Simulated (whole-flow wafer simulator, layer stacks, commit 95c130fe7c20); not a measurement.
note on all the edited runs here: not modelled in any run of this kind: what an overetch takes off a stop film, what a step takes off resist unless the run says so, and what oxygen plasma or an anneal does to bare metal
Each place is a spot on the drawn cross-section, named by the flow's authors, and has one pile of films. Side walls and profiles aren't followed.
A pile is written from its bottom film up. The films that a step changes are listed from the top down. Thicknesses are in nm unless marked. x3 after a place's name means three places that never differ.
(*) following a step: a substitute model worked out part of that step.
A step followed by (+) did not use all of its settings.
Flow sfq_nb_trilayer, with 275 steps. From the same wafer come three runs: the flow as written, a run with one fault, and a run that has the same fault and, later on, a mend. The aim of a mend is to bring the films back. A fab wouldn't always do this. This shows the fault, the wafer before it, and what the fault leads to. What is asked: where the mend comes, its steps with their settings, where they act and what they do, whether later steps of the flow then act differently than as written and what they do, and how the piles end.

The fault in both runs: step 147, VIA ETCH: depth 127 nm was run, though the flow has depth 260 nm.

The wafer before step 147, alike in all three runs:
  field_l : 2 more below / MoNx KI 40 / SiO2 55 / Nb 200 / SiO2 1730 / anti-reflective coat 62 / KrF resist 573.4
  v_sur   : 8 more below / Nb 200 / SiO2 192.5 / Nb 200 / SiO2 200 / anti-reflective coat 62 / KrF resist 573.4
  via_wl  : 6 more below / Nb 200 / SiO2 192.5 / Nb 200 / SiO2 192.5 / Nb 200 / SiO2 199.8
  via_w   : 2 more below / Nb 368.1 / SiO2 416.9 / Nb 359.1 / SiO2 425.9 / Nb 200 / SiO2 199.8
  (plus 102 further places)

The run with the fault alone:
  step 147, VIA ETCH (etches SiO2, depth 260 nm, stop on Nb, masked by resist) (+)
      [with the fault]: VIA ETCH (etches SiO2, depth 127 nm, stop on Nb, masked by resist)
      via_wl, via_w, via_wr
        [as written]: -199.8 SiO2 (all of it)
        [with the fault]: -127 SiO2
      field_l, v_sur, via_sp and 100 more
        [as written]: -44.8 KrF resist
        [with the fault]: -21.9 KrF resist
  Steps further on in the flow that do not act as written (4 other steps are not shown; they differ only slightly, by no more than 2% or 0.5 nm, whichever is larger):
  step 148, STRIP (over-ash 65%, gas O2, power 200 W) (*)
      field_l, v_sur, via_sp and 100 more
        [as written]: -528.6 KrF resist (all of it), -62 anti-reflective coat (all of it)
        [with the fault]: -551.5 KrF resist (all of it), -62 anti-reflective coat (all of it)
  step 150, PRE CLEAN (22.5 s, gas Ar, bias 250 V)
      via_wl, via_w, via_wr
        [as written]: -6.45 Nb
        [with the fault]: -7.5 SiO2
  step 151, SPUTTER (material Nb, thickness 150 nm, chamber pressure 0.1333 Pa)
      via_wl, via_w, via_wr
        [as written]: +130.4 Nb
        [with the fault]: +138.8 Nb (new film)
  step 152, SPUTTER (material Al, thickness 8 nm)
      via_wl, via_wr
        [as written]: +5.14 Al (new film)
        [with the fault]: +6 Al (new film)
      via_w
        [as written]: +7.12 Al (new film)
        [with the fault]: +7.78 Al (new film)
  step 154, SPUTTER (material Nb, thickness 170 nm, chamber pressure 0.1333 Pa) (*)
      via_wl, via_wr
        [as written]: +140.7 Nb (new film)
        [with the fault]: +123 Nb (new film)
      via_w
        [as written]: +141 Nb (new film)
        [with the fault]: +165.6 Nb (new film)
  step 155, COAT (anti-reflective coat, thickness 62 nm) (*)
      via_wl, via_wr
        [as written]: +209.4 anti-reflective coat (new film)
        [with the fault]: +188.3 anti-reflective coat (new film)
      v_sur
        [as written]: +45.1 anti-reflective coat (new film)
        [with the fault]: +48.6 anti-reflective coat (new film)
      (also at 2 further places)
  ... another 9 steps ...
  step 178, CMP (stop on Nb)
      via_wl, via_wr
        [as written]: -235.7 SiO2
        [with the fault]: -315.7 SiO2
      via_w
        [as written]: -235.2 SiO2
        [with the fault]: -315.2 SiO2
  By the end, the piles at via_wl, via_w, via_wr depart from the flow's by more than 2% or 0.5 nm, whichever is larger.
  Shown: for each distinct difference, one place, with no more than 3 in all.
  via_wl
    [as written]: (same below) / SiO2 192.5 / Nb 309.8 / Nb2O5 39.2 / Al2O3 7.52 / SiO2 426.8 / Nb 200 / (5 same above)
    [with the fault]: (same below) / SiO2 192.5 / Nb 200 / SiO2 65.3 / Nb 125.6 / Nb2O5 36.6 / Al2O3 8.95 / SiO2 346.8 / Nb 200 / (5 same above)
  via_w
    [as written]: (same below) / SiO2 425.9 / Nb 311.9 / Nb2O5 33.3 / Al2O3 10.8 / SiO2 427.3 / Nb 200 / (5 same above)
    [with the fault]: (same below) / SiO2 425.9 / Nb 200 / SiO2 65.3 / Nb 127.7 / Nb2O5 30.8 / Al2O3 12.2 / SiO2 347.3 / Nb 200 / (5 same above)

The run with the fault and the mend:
  The mend follows step 147.
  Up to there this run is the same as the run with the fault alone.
  step 147a, VIA ETCH (etches SiO2, depth 133 nm, stop on Nb, masked by resist) (+) (a further turn of the flow's step 147, with different settings)
      field_l, v_sur, via_sp and 100 more
        -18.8 KrF resist
      via_wl, via_w, via_wr
        -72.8 SiO2 (all of it)
  None of the later steps of the flow differs from how it acts as written, at any place that is followed, by more than 2% or 0.5 nm, whichever is larger.
  At every place that both follow, the piles at the end match the flow's.
